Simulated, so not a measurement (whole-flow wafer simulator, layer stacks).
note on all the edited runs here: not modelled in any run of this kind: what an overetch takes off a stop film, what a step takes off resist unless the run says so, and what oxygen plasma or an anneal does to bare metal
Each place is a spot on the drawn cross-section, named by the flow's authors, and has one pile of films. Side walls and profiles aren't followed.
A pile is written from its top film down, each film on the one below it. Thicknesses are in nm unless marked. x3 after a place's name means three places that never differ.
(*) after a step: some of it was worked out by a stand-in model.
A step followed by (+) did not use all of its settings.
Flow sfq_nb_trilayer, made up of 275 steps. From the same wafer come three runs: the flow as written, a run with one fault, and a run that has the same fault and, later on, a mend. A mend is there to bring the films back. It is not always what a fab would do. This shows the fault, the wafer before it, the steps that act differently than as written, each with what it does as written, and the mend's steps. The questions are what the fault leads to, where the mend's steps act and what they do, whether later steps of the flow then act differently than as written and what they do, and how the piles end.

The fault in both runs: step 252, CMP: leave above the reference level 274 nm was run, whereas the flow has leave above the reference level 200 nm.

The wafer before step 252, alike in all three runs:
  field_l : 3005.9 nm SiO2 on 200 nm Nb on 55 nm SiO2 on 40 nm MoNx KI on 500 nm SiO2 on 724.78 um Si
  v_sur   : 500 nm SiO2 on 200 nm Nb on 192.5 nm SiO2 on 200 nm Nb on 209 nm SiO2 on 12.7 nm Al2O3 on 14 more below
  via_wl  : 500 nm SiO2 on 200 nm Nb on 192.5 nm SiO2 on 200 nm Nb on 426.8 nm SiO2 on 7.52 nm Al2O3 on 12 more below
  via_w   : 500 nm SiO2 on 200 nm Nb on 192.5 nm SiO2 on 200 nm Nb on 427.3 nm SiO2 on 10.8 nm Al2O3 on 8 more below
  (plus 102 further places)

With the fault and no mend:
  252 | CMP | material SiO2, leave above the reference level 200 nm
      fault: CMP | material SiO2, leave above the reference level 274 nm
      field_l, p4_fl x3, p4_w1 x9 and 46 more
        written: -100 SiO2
        fault: -26 SiO2
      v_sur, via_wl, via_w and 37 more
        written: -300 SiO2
        fault: -226 SiO2
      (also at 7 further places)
  Steps later in the flow that act otherwise than as written (4 more steps, not shown, differ only slightly: by at most 2% or 0.5 nm, whichever is larger):
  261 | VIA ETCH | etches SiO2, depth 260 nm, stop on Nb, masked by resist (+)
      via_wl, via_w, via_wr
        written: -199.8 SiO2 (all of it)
        fault: -260 SiO2
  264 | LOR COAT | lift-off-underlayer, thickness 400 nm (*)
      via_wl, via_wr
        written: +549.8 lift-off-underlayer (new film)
        fault: +594.8 lift-off-underlayer (new film)
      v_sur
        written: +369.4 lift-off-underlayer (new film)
        fault: +360.2 lift-off-underlayer (new film)
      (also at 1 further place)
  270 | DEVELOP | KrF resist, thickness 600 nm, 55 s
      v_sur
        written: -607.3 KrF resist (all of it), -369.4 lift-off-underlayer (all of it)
        fault: -609.9 KrF resist (all of it), -360.2 lift-off-underlayer (all of it)
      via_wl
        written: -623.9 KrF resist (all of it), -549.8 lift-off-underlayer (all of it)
        fault: -631.4 KrF resist (all of it), -594.8 lift-off-underlayer (all of it)
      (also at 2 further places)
  The piles end different from the flow's at field_l, v_sur, via_wl and 103 more by more than 2% or 0.5 nm, whichever is larger.
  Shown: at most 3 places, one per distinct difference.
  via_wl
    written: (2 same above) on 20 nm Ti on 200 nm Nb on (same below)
    fault: (2 same above) on 20 nm Ti on 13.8 nm SiO2 on 200 nm Nb on (same below)
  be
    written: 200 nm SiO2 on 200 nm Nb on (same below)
    fault: 274 nm SiO2 on 200 nm Nb on (same below)
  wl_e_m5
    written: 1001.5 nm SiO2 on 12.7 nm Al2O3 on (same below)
    fault: 1075.5 nm SiO2 on 12.7 nm Al2O3 on (same below)

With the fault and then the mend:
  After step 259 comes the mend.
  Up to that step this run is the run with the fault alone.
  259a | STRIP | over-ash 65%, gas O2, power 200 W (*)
      field_l, v_sur, via_sp and 100 more
        -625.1 KrF resist (all of it), -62 anti-reflective coat (all of it)
      via_wl, via_w, via_wr
        -62 anti-reflective coat (all of it)
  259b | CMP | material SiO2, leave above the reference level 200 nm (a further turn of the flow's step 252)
      field_l, v_sur, via_wl and 103 more
        -74 SiO2
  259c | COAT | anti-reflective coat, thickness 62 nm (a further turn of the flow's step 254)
      field_l, v_sur, via_wl and 103 more
        +62 anti-reflective coat (new film)
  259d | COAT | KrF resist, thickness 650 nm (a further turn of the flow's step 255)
      field_l, v_sur, via_wl and 103 more
        +650 KrF resist (new film)
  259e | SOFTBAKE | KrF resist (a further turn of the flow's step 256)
      leaves every film unchanged at each place that is followed
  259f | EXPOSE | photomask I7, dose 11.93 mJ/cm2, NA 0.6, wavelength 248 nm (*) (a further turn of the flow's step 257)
      leaves every film unchanged at each place that is followed
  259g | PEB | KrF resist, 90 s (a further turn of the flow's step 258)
      field_l, v_sur, via_wl and 103 more
        -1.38 KrF resist
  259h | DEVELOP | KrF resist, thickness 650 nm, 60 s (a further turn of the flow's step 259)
      field_l, v_sur, via_sp and 100 more
        -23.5 KrF resist
      via_wl, via_w, via_wr
        -648.6 KrF resist (all of it)
  Later steps of the flow that are run all act as written at every place that is followed.
  By the end, the piles equal the flow's at every place that both follow.
